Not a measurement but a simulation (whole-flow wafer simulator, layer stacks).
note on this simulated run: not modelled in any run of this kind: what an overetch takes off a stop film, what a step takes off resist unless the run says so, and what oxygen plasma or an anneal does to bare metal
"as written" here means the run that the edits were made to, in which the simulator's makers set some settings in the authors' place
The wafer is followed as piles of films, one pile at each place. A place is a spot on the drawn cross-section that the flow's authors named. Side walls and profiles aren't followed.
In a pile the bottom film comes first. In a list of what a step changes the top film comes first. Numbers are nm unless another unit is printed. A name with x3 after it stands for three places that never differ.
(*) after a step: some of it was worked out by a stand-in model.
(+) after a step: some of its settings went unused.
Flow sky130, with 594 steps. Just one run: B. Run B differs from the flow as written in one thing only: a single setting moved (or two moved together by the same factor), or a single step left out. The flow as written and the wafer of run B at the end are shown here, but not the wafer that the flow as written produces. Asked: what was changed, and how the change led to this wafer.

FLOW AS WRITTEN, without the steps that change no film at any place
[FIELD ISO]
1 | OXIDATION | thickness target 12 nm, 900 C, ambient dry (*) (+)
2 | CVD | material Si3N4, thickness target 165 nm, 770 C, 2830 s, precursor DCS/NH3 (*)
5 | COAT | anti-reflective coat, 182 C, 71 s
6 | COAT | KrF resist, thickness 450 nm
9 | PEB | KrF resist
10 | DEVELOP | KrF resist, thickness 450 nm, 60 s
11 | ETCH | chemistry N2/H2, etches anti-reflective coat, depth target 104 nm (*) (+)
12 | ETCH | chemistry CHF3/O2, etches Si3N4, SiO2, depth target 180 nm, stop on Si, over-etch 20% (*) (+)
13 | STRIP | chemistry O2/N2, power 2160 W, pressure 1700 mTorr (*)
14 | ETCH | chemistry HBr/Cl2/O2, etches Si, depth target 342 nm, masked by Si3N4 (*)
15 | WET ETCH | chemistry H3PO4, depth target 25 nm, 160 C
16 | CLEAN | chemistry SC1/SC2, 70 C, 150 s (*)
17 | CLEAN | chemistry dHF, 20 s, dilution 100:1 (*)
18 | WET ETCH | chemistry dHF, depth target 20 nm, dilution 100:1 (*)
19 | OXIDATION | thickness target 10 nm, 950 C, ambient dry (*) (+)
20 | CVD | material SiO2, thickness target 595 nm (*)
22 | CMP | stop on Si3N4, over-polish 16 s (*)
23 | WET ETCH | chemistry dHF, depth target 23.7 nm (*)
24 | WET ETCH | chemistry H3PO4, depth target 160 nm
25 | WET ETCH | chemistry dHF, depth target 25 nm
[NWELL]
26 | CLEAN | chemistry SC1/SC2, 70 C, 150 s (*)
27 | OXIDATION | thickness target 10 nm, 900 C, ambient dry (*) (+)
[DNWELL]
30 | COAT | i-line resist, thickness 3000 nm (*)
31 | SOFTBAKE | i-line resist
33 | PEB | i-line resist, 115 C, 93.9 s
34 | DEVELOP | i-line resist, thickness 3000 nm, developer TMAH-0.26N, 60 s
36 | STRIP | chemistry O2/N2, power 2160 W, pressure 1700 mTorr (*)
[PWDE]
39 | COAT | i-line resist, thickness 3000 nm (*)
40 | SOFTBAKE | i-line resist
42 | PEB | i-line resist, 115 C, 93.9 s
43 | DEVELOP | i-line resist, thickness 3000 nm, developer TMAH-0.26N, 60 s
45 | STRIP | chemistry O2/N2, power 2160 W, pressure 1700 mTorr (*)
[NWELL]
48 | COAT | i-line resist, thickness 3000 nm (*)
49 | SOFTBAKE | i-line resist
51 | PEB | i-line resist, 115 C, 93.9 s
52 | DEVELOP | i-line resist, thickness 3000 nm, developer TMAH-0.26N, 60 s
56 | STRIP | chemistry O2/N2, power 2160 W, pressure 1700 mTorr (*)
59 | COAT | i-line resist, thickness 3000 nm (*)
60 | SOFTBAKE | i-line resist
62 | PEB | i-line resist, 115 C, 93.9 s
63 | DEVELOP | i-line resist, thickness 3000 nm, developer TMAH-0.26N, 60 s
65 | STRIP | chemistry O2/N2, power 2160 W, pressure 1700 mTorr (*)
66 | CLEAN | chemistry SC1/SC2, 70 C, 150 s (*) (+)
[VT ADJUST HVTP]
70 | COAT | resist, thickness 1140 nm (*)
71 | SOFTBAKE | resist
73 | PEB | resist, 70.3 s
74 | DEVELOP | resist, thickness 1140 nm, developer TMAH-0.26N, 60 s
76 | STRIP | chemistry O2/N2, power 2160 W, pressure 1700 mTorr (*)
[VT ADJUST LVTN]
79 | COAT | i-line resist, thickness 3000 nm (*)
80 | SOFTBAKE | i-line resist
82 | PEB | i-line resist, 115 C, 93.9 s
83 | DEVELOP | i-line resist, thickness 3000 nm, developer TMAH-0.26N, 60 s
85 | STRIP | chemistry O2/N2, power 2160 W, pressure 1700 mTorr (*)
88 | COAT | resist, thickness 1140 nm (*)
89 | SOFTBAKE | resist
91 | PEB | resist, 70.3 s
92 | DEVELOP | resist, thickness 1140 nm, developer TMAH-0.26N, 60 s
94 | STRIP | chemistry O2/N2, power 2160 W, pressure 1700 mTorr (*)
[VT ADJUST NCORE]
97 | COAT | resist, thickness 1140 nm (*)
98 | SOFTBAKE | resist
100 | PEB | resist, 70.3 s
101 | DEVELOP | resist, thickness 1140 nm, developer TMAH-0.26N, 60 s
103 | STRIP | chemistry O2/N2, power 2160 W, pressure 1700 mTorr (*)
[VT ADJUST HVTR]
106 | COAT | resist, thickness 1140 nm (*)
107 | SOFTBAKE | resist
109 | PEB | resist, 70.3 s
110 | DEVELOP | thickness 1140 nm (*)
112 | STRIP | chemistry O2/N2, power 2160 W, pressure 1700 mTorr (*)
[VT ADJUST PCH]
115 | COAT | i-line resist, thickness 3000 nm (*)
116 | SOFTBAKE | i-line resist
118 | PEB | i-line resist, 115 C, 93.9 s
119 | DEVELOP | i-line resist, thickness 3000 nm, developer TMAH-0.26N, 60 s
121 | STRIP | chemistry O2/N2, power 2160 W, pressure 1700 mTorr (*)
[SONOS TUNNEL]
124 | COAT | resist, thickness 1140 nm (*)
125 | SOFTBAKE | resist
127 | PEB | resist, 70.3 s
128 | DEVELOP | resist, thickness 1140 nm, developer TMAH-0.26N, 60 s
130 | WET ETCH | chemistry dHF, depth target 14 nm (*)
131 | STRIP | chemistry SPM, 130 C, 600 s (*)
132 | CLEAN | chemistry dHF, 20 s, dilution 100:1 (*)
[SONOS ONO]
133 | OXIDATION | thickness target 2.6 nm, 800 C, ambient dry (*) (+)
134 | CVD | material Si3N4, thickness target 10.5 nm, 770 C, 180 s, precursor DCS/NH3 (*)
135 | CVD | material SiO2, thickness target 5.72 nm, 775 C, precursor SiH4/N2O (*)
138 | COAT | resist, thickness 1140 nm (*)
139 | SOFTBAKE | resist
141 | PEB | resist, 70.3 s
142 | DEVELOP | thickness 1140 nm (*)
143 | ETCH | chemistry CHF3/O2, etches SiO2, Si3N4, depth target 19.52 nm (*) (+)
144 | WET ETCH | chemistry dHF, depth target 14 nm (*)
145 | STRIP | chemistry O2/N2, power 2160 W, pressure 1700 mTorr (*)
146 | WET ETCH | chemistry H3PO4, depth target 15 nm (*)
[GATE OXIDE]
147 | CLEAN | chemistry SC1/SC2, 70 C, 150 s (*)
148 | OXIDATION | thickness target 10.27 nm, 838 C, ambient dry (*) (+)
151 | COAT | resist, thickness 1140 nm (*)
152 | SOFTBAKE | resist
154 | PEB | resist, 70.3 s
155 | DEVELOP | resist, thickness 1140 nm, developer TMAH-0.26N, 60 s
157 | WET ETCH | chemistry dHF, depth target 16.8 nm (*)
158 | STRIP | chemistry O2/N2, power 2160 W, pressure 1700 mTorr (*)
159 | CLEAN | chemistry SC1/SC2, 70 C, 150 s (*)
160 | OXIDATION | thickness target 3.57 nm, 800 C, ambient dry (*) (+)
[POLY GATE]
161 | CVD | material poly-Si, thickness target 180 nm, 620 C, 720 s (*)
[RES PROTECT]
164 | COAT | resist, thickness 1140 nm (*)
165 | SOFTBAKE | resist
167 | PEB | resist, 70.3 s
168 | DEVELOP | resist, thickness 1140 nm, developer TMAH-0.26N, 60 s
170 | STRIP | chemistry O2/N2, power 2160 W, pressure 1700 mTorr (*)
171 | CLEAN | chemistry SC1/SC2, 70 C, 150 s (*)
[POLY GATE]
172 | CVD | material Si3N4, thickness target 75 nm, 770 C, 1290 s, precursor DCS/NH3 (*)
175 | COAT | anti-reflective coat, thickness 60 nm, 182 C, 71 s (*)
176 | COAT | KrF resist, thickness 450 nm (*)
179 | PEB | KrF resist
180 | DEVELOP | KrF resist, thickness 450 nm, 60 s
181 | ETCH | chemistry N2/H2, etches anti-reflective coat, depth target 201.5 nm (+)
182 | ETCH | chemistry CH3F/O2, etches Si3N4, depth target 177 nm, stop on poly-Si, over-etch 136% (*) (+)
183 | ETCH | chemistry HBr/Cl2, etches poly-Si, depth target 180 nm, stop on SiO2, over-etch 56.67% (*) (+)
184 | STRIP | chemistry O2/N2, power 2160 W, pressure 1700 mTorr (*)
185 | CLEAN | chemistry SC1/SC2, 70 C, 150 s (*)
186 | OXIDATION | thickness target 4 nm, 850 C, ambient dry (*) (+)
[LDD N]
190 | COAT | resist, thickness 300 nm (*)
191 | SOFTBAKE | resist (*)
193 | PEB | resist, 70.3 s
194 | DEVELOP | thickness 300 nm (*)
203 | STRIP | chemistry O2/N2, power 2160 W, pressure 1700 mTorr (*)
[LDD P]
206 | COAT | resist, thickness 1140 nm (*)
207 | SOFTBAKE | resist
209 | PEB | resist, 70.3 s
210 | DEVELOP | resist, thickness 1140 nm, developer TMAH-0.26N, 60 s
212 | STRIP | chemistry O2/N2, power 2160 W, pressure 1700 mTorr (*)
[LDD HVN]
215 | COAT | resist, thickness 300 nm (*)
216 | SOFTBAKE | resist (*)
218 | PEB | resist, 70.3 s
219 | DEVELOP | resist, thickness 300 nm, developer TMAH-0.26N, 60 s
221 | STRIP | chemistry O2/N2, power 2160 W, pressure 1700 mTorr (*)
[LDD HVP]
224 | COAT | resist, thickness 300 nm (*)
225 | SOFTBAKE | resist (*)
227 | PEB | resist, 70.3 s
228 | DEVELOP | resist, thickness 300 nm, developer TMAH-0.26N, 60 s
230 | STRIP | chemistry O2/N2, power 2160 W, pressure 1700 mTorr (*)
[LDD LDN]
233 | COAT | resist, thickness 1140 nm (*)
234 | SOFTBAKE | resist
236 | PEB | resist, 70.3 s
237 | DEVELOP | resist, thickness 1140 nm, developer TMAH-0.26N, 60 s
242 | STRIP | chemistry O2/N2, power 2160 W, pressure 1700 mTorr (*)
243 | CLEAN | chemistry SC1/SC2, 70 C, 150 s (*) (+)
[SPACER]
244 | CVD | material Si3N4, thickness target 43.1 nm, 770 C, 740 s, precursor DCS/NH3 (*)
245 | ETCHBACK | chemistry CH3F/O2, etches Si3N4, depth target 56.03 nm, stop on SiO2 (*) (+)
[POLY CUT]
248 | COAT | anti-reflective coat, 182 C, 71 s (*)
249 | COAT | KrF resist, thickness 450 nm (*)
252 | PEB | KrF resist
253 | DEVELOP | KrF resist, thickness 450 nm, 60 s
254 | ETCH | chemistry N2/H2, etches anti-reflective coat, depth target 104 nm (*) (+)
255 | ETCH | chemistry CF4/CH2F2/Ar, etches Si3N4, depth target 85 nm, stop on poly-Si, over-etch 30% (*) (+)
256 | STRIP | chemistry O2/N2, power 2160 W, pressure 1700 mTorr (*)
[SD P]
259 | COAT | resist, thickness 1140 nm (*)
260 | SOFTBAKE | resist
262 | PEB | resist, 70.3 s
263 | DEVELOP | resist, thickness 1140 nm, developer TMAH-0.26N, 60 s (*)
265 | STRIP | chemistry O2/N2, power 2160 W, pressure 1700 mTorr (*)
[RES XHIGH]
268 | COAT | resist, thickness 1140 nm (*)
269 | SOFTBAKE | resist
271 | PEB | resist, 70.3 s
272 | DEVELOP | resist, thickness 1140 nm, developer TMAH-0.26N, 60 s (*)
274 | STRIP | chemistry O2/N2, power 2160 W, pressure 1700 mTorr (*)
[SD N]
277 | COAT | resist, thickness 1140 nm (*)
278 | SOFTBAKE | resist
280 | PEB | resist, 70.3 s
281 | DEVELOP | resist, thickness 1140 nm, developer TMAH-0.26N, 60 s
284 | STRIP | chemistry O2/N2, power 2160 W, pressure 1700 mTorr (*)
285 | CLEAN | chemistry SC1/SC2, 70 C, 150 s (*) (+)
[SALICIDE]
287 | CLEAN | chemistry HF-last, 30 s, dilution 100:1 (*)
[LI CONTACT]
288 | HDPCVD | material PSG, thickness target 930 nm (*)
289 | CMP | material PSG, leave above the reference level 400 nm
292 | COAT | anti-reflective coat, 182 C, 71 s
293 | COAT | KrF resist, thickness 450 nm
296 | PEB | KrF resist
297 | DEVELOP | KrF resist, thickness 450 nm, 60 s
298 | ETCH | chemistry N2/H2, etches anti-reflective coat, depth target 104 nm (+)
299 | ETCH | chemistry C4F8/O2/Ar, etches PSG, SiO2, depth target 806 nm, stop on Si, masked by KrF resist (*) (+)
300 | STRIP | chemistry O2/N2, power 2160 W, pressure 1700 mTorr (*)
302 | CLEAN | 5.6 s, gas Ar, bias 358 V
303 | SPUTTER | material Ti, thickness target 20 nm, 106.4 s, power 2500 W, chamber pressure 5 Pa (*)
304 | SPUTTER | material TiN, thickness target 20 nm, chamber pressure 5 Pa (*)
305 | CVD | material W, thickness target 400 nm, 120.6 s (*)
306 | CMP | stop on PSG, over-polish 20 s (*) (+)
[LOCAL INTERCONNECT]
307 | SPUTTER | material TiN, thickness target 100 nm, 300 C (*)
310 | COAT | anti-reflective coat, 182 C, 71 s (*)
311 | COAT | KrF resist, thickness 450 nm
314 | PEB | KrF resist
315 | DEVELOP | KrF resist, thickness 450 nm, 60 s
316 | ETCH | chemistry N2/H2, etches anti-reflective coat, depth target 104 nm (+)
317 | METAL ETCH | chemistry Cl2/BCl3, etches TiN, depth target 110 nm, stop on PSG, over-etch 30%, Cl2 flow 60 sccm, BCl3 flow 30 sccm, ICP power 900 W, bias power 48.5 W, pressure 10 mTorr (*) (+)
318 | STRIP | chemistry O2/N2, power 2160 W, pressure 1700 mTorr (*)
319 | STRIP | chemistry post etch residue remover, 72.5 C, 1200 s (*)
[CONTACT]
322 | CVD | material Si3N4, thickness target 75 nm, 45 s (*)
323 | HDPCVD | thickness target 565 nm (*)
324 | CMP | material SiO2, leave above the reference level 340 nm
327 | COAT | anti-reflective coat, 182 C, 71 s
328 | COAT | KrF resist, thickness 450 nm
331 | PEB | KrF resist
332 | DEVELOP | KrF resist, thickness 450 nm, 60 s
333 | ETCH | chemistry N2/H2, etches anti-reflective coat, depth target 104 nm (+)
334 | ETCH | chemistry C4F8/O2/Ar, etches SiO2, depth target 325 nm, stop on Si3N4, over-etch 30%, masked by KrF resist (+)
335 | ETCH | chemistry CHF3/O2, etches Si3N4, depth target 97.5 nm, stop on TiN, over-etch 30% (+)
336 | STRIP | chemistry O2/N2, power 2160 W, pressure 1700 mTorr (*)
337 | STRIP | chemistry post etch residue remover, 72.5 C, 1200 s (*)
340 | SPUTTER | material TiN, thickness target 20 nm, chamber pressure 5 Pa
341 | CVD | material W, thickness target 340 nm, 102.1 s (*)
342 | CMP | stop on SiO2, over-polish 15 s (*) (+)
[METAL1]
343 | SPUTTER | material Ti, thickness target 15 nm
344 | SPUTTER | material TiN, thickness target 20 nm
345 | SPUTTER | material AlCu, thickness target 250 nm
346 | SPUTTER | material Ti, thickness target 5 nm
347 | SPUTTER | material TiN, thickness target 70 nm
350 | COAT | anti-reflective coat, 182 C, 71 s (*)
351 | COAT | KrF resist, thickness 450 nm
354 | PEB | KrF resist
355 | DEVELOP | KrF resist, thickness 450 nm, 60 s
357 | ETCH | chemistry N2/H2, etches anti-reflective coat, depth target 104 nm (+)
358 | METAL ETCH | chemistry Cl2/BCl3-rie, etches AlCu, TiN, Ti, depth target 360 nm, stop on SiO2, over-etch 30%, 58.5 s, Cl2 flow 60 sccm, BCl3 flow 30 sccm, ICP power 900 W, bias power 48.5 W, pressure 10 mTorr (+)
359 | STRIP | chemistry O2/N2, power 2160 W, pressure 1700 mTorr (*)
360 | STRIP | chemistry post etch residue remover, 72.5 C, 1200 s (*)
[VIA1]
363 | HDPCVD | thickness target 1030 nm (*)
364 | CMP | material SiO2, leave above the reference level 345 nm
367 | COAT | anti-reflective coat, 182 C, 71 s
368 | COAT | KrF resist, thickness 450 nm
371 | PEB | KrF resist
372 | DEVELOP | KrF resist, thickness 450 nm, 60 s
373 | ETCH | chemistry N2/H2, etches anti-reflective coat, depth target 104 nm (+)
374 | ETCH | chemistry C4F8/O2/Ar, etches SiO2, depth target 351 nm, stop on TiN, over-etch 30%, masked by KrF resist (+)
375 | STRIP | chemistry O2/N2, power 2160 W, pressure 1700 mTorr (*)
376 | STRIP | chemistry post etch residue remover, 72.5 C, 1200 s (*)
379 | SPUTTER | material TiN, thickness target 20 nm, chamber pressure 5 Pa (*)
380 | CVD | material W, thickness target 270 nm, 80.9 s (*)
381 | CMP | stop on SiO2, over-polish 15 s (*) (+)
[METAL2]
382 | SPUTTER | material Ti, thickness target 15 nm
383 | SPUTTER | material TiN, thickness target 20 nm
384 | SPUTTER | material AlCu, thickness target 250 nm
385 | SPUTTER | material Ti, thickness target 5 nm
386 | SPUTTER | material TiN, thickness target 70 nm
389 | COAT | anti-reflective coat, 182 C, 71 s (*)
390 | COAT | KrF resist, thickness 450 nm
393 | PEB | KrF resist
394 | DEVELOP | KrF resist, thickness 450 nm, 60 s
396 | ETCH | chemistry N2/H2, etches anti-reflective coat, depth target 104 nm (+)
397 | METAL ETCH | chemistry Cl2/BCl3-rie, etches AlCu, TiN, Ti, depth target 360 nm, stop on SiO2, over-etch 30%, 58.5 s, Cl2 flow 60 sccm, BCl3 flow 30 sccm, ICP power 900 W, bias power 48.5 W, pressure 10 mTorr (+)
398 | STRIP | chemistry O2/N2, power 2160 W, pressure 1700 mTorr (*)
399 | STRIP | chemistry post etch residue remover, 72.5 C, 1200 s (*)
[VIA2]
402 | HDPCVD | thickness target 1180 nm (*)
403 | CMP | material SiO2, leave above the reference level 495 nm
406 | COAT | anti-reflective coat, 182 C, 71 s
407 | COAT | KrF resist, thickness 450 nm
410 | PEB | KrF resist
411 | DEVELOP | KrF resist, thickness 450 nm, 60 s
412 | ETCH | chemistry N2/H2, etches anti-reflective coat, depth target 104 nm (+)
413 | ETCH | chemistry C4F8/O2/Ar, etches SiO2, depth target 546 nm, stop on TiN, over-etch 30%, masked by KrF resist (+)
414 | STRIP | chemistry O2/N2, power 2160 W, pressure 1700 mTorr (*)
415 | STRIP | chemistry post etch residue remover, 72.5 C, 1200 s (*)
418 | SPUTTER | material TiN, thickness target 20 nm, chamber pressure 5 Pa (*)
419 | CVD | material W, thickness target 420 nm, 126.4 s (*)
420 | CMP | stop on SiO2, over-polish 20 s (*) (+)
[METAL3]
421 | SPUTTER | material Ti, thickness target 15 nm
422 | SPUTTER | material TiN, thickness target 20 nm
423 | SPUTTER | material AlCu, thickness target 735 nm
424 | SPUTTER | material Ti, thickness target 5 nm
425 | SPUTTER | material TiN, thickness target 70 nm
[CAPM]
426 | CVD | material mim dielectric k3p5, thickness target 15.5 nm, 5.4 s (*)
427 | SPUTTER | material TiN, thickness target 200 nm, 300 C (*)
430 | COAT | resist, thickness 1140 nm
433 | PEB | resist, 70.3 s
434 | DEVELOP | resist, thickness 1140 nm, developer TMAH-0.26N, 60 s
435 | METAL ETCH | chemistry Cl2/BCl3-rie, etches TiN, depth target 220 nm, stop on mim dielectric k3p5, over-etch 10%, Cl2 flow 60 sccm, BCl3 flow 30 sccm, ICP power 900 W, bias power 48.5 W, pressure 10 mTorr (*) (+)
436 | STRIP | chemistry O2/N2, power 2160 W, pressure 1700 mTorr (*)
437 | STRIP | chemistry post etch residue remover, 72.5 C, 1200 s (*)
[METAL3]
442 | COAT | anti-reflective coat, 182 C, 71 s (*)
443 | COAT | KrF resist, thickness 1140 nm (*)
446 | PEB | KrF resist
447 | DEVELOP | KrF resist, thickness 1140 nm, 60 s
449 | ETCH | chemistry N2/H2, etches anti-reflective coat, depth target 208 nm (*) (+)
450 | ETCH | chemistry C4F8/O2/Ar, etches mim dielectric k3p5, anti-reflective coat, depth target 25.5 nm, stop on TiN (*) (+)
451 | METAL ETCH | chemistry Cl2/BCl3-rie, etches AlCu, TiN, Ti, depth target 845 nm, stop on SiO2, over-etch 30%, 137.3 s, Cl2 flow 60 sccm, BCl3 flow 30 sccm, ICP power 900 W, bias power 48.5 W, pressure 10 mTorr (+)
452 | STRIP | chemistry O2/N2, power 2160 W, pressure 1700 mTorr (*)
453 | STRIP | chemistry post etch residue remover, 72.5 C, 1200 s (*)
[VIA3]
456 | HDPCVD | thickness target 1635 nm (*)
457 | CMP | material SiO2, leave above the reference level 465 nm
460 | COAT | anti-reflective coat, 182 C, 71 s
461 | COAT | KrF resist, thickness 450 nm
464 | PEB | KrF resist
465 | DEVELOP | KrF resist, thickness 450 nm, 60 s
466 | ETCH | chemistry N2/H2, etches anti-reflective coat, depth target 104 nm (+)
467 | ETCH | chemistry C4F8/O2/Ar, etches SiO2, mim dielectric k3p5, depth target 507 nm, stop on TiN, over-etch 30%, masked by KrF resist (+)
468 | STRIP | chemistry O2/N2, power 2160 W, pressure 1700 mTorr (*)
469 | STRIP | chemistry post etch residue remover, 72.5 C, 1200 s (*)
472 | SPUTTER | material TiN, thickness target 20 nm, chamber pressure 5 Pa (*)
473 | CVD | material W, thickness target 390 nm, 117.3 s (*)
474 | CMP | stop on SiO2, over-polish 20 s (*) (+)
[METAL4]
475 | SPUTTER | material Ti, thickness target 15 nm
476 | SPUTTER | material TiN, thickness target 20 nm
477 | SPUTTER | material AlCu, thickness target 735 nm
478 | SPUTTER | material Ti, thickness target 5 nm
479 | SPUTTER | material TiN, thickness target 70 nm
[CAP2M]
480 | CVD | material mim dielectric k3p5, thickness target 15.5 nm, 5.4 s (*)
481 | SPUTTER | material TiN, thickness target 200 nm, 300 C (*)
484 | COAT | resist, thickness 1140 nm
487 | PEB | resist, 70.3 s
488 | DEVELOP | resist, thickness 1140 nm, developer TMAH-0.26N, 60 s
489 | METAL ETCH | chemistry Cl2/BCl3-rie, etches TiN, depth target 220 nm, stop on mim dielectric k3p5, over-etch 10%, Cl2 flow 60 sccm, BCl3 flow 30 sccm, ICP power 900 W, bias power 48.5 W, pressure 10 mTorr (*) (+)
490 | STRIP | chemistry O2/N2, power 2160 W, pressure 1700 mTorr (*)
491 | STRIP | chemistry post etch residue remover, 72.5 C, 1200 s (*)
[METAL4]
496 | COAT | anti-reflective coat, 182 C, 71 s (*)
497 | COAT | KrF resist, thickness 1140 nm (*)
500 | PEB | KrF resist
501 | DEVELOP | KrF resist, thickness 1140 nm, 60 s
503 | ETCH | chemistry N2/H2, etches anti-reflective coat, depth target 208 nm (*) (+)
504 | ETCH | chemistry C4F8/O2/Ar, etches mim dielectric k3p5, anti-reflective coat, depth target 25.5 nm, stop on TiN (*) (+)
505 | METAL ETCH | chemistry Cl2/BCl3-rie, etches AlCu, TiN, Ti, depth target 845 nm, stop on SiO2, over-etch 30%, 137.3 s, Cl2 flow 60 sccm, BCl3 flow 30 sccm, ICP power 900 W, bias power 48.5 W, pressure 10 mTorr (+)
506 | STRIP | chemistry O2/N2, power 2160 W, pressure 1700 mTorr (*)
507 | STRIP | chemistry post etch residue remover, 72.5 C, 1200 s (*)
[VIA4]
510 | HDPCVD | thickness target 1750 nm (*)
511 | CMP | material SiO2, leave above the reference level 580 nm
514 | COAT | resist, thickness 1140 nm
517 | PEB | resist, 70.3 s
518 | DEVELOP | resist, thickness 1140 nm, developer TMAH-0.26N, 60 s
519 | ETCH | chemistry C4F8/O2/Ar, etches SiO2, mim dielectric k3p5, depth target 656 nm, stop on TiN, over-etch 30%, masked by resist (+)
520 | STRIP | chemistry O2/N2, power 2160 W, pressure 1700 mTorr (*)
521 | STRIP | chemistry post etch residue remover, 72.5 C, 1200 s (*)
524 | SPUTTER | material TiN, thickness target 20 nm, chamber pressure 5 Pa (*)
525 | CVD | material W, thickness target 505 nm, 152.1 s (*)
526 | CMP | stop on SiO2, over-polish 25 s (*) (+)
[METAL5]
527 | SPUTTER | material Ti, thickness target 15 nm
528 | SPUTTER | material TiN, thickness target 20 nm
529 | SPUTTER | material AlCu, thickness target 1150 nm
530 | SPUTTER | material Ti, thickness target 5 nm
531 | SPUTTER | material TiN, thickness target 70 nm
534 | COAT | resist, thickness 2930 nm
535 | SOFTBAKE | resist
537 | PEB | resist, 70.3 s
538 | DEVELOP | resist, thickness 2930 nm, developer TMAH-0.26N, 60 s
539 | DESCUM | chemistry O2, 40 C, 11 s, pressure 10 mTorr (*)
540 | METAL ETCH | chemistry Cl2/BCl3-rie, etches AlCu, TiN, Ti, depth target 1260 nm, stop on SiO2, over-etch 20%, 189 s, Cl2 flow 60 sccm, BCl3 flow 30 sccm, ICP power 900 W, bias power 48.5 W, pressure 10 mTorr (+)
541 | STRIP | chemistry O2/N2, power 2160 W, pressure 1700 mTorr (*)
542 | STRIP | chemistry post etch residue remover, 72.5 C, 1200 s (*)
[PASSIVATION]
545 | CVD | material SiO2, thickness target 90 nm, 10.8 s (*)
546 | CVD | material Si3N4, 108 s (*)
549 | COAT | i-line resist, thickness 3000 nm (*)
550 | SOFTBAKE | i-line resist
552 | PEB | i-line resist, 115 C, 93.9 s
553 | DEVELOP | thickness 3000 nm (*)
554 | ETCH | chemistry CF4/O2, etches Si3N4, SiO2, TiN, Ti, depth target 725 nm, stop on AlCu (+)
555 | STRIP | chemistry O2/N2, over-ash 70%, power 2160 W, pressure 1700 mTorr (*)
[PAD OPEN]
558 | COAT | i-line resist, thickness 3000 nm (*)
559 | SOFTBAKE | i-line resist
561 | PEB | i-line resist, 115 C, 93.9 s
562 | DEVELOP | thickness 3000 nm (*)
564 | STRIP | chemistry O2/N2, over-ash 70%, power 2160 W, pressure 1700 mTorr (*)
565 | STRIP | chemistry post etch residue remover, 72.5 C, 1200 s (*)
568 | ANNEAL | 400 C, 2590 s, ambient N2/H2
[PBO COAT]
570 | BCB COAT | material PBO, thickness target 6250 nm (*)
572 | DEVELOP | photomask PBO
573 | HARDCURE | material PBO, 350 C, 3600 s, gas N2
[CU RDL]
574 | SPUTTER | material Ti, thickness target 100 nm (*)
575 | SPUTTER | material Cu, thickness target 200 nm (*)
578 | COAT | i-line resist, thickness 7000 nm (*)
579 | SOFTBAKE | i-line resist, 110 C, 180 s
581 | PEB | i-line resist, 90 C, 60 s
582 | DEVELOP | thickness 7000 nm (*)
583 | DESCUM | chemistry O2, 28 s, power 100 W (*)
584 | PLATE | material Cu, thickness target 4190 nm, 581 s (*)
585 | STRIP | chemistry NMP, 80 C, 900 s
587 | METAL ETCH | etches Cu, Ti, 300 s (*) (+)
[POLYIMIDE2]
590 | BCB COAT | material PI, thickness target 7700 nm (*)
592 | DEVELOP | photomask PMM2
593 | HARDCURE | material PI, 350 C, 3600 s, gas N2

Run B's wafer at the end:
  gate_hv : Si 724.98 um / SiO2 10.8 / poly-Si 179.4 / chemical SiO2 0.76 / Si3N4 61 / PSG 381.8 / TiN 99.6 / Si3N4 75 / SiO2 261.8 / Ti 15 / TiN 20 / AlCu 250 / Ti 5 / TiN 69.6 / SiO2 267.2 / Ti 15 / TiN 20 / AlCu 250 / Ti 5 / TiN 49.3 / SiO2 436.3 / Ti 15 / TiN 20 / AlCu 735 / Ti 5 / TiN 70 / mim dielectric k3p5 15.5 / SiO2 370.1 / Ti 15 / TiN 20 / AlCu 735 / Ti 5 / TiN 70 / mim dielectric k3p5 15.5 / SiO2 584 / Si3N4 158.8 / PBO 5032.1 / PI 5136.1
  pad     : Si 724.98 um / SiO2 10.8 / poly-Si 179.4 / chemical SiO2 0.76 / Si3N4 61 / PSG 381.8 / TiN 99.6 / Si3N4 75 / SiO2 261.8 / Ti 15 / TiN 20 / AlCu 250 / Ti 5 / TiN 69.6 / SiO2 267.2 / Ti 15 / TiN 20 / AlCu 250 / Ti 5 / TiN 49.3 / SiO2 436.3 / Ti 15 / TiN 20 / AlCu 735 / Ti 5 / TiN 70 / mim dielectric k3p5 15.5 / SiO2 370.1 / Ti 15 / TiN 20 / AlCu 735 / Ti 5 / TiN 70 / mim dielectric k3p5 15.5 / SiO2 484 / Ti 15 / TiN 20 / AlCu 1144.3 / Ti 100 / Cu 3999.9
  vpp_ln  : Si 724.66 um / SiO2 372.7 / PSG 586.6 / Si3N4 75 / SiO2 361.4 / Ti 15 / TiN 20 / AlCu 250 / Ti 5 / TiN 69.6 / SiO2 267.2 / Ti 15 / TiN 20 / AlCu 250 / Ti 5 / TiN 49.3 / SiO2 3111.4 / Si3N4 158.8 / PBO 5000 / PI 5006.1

Cause: step 386, SPUTTER: thickness target 49.7 nm was run, whereas the flow has thickness target 70 nm.

Step by step, how the change led to this:
  386 | SPUTTER | material TiN, thickness target 70 nm
      field, active, n_well and 188 more: +49.7 TiN (new film) (it would be, as written: +70 TiN (new film))
  397 | METAL ETCH | chemistry Cl2/BCl3-rie, etches AlCu, TiN, Ti, depth target 360 nm, stop on SiO2, over-etch 30%, 58.5 s, Cl2 flow 60 sccm, BCl3 flow 30 sccm, ICP power 900 W, bias power 48.5 W, pressure 10 mTorr (+)
      field, active, gate and 82 more: -48.4 TiN (all of it), -5 Ti (all of it), -250 AlCu (all of it), -20 TiN (all of it), -15 Ti (all of it), -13 SiO2 (it would be, as written: -68.7 TiN (all of it), -5 Ti (all of it), -250 AlCu (all of it), -20 TiN (all of it), -15 Ti (all of it), -10.9 SiO2)
  403 | CMP | material SiO2, leave above the reference level 495 nm
      n_well, p_well, gate_hv and 101 more: -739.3 SiO2 (it would be, as written: -759.6 SiO2)
      m1, via1_hole: -738.8 SiO2 (it would be, as written: -759.1 SiO2)
  413 | ETCH | chemistry C4F8/O2/Ar, etches SiO2, depth target 546 nm, stop on TiN, over-etch 30%, masked by KrF resist (+)
      m1: -440.6 SiO2 (all of it) (it would be, as written: -420.3 SiO2 (all of it))
      via2_hole: -440.1 SiO2 (all of it) (it would be, as written: -419.8 SiO2 (all of it))
  419 | CVD | material W, thickness target 420 nm, 126.4 s (*)
      m1: +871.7 W (new film) (it would be, as written: +851.1 W (new film))
      via2_hole: +871.2 W (new film) (it would be, as written: +850.7 W (new film))
